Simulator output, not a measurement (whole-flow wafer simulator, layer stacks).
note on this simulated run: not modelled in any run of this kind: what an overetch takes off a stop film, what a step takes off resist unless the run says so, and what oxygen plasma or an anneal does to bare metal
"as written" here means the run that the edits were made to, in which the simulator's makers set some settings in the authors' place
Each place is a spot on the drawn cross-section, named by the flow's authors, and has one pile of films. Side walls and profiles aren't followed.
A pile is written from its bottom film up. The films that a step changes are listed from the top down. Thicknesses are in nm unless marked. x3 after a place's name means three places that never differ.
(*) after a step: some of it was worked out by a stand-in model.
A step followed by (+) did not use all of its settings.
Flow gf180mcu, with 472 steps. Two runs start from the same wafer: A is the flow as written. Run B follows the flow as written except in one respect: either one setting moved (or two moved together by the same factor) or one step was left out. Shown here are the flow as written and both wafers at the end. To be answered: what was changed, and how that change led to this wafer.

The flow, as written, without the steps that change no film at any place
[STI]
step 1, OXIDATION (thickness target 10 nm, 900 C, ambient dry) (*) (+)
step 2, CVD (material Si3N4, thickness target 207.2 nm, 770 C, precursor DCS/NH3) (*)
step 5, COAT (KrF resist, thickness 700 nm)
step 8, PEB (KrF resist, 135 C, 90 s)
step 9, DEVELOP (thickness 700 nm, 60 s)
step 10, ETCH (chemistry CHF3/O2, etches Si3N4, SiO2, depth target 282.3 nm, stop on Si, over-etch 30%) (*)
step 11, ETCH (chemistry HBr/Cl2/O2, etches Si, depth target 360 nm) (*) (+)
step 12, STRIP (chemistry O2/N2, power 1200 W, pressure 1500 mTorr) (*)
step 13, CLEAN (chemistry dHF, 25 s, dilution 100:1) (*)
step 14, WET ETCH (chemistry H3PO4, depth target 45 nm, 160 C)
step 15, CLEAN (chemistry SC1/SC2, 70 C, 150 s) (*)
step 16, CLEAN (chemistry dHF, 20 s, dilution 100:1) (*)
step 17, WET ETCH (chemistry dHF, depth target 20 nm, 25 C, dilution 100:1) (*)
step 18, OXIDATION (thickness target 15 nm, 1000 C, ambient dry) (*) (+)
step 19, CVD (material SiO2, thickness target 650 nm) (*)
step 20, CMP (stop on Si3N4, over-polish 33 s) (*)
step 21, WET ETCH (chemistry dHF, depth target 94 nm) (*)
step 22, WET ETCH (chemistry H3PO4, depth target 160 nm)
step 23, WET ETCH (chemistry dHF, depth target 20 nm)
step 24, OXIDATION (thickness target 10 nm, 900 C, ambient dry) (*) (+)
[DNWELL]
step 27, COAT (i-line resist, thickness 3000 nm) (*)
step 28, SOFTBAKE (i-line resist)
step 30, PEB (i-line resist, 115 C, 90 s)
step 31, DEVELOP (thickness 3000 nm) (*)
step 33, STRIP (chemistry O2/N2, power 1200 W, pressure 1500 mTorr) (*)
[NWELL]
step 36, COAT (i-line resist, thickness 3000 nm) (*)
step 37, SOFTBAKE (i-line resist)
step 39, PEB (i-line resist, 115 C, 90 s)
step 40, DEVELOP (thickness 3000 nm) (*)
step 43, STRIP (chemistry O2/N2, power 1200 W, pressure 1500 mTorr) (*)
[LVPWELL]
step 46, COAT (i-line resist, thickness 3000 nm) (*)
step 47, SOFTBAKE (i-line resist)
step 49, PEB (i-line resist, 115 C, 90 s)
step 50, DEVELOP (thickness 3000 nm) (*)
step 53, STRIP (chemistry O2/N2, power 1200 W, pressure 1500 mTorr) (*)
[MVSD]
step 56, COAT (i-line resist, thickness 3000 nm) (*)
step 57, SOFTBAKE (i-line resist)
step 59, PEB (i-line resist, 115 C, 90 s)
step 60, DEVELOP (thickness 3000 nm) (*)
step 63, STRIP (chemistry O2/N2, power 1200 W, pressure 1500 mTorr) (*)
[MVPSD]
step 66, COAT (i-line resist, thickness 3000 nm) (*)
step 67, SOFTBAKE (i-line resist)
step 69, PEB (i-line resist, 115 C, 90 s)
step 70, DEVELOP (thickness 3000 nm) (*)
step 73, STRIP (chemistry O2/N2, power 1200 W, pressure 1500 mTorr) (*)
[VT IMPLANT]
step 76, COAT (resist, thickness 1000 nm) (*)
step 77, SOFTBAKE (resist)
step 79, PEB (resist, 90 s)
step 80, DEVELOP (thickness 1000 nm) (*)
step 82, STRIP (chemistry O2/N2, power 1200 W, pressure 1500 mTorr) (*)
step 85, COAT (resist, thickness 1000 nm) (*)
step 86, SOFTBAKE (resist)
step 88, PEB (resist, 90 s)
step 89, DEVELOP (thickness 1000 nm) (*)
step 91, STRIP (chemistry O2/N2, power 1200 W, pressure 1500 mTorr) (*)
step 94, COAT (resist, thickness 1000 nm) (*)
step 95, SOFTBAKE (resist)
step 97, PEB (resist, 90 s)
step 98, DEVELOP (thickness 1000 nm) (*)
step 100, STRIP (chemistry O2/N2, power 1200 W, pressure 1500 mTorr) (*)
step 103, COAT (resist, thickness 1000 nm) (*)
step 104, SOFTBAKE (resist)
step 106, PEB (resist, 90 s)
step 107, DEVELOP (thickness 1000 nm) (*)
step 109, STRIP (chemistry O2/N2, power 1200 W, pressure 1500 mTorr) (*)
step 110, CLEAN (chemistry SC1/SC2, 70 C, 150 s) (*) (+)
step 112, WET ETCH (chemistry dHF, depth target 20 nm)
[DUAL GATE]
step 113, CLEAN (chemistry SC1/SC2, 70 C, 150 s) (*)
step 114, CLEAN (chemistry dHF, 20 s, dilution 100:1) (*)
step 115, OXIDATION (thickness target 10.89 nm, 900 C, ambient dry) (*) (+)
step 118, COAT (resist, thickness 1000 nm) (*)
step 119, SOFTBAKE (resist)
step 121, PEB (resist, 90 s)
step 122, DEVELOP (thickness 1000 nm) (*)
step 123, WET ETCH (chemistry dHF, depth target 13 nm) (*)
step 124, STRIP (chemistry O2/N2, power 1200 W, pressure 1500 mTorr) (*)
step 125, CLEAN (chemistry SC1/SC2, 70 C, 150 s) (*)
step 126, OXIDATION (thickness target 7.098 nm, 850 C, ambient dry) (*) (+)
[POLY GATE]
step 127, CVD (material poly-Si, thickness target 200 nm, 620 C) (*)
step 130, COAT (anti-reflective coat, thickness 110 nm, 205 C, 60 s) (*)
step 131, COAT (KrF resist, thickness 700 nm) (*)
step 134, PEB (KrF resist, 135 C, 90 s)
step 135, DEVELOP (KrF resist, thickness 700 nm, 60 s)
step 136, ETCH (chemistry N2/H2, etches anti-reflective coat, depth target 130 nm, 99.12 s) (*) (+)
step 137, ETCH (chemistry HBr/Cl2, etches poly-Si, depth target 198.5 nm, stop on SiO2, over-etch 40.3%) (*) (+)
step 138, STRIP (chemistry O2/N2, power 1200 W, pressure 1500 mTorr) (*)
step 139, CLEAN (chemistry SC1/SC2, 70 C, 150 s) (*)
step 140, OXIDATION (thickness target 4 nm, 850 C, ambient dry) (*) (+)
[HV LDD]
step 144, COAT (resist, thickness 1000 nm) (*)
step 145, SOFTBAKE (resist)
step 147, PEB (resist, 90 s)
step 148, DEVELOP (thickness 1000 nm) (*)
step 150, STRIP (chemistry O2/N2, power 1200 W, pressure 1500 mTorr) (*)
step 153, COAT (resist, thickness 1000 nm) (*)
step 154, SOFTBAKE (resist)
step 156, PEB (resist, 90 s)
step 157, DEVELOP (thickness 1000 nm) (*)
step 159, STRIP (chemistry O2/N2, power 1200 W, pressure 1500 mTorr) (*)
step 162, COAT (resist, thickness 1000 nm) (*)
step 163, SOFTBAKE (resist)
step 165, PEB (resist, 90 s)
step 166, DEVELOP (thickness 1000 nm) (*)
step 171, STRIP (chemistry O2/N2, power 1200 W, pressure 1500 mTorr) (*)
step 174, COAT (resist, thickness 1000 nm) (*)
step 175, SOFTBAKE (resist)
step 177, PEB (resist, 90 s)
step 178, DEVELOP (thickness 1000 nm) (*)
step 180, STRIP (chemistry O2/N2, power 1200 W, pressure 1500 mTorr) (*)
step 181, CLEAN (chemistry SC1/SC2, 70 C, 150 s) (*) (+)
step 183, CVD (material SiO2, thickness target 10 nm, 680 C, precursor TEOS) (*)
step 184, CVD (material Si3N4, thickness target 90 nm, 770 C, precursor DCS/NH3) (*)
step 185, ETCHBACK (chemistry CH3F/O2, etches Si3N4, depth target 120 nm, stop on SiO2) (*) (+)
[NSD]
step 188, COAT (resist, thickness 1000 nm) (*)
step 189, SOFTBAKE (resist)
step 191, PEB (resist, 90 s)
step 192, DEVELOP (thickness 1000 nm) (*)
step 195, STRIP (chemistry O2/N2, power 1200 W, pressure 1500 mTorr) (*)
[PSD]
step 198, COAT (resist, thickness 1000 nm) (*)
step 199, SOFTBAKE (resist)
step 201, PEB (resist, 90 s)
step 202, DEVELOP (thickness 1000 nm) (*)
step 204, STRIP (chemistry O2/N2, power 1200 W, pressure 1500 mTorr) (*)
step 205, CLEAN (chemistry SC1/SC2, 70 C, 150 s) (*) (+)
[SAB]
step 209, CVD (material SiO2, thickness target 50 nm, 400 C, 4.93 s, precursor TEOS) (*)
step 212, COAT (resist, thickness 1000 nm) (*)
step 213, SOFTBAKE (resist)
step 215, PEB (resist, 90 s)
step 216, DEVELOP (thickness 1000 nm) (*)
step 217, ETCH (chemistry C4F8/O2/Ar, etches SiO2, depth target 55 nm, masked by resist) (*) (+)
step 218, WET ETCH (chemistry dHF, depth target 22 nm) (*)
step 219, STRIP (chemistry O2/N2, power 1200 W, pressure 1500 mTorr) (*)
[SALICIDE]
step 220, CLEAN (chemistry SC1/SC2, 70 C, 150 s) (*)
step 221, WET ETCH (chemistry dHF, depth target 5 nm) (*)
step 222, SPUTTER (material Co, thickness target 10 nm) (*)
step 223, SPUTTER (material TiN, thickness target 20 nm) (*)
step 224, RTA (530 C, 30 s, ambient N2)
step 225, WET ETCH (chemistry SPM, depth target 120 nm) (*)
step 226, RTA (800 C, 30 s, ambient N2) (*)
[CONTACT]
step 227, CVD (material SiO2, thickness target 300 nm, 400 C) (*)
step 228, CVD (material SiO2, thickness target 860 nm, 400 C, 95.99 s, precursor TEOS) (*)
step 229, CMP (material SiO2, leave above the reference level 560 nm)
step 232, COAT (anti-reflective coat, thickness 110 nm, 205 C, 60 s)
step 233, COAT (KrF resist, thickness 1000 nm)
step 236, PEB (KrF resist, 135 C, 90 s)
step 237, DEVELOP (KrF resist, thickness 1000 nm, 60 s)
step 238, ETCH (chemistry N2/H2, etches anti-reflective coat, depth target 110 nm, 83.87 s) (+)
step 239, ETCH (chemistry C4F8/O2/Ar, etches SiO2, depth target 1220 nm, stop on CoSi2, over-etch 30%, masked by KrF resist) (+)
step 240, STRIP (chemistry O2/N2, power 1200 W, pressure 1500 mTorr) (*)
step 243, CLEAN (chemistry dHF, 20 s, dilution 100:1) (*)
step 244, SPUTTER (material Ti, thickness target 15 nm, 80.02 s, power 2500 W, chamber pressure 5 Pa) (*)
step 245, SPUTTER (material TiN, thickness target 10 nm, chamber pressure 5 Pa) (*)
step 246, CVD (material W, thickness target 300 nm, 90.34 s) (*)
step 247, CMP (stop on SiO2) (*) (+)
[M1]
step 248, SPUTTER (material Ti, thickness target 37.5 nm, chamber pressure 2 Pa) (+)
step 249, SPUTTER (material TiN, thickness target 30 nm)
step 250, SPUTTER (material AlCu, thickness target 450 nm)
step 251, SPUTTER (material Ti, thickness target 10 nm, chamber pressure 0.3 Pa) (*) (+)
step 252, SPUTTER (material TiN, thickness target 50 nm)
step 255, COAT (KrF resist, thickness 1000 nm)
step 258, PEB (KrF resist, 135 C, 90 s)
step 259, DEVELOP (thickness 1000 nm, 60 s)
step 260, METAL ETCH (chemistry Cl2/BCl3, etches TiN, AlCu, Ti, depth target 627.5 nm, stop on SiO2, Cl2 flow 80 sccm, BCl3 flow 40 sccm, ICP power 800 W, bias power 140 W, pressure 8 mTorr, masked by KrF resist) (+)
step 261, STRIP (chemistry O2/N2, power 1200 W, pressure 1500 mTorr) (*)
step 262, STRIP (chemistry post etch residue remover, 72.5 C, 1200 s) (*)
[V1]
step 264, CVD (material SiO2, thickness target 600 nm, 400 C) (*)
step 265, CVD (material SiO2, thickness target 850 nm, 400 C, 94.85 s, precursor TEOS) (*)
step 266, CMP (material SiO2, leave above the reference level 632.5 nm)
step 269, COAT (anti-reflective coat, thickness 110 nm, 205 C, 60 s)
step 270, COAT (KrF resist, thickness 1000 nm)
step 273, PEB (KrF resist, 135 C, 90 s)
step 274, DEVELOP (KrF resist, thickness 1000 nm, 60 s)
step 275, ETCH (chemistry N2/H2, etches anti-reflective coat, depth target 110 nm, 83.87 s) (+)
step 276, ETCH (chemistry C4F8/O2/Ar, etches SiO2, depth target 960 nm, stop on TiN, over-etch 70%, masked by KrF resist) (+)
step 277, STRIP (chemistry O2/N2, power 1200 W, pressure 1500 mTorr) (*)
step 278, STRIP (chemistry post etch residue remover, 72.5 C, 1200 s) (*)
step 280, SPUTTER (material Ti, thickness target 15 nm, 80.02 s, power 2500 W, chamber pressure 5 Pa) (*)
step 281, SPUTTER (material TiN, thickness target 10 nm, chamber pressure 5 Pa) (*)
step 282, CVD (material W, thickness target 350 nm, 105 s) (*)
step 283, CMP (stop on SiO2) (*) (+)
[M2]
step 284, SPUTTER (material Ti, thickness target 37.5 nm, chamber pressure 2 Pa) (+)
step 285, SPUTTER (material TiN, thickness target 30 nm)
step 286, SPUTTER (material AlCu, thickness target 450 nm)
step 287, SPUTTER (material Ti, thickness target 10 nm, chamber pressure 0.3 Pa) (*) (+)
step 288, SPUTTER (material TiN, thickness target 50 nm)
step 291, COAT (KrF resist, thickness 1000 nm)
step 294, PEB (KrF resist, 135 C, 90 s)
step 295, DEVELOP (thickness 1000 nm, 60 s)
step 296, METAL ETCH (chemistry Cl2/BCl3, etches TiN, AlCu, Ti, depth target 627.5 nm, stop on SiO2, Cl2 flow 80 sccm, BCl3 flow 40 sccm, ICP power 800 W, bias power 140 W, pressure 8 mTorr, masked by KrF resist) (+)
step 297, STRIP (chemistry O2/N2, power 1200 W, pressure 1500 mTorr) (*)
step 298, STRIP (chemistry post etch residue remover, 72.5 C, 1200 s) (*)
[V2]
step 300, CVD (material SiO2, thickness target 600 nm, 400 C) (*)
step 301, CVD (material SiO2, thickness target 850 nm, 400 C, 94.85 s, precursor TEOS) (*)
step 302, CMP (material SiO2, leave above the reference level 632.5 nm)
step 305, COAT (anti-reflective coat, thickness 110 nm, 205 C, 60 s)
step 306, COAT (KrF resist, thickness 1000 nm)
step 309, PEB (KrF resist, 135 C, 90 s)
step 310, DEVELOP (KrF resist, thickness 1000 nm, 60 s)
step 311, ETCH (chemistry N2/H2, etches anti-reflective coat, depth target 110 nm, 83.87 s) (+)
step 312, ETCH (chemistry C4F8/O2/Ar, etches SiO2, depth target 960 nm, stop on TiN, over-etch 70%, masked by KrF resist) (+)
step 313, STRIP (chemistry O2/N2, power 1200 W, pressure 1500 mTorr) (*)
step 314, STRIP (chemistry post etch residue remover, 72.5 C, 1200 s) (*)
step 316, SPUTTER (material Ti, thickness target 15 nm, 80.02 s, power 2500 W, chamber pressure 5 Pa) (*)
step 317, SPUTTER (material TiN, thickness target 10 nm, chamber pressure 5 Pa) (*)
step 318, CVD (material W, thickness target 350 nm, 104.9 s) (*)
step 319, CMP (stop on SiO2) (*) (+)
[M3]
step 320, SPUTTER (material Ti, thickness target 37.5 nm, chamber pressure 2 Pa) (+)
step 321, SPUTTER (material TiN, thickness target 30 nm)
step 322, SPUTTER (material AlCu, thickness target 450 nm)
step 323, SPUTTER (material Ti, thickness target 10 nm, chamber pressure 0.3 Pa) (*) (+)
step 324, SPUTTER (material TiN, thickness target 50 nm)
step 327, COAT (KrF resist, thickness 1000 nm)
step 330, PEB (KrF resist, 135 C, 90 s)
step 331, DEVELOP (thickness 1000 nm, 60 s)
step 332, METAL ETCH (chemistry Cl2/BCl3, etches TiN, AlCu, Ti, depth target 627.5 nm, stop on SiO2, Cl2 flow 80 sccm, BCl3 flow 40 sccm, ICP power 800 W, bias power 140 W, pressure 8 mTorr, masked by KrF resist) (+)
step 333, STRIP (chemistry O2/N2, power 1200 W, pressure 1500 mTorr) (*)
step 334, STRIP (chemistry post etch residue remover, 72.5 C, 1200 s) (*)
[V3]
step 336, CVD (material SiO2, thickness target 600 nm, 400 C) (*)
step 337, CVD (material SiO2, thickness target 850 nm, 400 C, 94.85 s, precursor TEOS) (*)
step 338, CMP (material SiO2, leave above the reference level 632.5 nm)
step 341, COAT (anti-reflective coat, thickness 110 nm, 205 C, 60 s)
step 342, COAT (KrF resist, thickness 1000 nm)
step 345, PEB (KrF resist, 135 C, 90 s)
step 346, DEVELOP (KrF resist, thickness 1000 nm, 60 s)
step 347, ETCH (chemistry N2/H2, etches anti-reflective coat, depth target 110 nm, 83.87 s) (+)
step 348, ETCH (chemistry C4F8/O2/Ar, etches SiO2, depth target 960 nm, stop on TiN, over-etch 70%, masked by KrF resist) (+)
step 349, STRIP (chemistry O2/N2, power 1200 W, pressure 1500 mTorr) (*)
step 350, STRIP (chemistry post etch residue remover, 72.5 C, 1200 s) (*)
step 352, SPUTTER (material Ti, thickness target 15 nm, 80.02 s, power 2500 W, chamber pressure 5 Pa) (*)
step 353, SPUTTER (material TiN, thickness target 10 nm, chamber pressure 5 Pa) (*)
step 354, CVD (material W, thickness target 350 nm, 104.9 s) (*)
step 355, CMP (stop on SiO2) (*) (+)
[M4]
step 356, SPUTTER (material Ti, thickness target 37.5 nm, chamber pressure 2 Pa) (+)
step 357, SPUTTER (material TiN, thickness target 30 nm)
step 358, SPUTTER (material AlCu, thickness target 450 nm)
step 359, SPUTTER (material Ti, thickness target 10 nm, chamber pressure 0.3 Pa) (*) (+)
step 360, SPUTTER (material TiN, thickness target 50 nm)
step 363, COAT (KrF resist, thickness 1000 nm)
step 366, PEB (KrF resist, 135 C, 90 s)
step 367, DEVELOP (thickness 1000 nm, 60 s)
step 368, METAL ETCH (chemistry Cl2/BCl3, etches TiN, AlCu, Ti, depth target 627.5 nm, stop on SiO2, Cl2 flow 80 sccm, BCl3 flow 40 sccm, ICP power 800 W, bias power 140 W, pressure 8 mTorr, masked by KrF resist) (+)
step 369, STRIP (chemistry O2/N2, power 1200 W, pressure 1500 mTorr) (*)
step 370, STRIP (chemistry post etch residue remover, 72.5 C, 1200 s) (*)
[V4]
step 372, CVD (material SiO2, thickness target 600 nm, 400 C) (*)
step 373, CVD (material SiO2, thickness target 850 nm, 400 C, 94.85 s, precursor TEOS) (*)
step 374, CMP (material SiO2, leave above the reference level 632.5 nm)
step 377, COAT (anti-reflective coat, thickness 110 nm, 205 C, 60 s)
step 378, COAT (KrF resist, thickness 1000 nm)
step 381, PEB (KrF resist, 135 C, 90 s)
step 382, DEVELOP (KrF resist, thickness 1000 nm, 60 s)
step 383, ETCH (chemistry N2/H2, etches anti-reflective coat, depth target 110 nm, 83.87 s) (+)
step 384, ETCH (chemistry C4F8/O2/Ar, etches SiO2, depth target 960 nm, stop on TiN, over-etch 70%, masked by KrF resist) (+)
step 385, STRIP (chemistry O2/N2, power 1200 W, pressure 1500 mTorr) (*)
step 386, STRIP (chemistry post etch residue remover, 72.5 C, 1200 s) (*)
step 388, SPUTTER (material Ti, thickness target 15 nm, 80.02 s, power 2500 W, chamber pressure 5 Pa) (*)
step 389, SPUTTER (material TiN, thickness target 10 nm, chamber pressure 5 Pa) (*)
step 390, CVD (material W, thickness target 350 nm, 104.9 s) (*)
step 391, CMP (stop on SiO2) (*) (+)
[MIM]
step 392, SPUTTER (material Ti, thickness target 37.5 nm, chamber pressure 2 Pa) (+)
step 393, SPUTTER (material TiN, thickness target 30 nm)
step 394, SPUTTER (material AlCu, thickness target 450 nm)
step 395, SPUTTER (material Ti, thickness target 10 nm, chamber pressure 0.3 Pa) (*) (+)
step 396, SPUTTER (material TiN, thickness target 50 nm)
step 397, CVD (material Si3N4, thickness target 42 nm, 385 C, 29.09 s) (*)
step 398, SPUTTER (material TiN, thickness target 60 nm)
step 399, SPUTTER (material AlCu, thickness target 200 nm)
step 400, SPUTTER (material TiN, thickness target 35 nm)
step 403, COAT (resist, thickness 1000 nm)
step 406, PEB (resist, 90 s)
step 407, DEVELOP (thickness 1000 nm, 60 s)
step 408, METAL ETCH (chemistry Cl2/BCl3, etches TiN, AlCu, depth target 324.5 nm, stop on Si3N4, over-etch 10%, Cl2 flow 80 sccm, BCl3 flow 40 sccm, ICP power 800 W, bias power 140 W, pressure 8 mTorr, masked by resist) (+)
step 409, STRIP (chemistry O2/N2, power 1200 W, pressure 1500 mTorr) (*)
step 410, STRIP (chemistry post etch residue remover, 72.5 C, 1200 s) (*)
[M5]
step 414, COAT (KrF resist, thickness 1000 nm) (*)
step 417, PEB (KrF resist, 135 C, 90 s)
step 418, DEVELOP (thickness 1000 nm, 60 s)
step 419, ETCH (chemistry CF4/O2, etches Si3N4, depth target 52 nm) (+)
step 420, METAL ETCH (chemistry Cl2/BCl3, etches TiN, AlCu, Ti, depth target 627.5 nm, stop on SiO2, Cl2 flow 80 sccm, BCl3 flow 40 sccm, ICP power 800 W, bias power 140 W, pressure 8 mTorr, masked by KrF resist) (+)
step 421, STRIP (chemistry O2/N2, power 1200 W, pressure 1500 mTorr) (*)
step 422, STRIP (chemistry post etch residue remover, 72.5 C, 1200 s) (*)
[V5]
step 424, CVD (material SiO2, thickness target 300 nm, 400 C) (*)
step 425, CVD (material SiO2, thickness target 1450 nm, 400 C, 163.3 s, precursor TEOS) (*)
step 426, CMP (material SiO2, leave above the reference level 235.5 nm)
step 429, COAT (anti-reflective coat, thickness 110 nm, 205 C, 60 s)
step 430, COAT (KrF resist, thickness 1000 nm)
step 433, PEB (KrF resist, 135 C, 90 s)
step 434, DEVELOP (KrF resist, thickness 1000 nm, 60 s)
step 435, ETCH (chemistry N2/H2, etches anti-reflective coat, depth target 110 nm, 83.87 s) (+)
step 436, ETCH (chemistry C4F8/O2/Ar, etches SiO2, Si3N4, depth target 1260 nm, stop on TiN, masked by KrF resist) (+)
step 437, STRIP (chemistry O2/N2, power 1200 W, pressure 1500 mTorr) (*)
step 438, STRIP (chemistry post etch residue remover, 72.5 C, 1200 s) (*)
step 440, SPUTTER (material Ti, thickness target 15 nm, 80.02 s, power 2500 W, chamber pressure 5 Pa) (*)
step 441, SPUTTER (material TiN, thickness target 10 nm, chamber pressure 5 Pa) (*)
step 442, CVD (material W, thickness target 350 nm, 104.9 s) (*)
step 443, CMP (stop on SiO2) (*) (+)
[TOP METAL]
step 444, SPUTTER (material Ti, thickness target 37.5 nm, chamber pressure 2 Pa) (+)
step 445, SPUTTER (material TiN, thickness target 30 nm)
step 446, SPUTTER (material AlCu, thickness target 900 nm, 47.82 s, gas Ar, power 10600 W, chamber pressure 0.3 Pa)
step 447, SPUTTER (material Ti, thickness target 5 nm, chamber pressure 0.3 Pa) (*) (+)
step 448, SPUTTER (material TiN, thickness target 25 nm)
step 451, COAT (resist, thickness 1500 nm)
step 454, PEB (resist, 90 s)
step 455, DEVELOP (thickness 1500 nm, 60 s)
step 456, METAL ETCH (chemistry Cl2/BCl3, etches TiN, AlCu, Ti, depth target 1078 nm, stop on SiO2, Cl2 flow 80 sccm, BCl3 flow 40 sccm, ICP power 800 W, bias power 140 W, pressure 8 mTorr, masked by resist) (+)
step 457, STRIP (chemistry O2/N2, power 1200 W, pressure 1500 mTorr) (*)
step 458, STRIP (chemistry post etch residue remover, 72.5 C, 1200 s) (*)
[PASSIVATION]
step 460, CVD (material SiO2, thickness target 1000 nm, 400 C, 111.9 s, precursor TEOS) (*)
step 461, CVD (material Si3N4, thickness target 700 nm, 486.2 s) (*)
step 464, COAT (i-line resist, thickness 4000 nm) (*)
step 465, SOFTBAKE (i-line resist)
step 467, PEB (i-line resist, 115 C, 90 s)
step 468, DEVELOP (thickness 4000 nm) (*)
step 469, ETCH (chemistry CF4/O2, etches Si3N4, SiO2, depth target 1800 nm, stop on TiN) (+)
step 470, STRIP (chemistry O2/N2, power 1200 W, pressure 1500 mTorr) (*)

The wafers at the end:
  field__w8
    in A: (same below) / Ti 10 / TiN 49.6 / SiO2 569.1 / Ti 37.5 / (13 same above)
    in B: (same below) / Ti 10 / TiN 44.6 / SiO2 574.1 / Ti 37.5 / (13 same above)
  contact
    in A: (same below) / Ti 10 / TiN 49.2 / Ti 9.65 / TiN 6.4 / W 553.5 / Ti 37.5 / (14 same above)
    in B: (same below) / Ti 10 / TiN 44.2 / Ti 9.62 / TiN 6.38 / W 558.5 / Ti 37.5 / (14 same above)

The reason: step 360, SPUTTER: thickness target 45 nm was run, while the flow as written has thickness target 50 nm.

The path from the change to this, step by step:
  step 360, SPUTTER (material TiN, thickness target 50 nm)
      field, field__w1, field__w2 and 108 more: A TiN gains 50 (new film) | B TiN gains 45 (new film)
  step 368, METAL ETCH (chemistry Cl2/BCl3, etches TiN, AlCu, Ti, depth target 627.5 nm, stop on SiO2, Cl2 flow 80 sccm, BCl3 flow 40 sccm, ICP power 800 W, bias power 140 W, pressure 8 mTorr, masked by KrF resist) (+)
      field, field__w1, field__w2 and 103 more: A TiN loses 50 (all of it), Ti loses 10 (all of it), AlCu loses 450 (all of it), TiN loses 30 (all of it), Ti loses 37.5 (all of it) | B TiN loses 45 (all of it), Ti loses 10 (all of it), AlCu loses 450 (all of it), TiN loses 30 (all of it), Ti loses 37.5 (all of it)
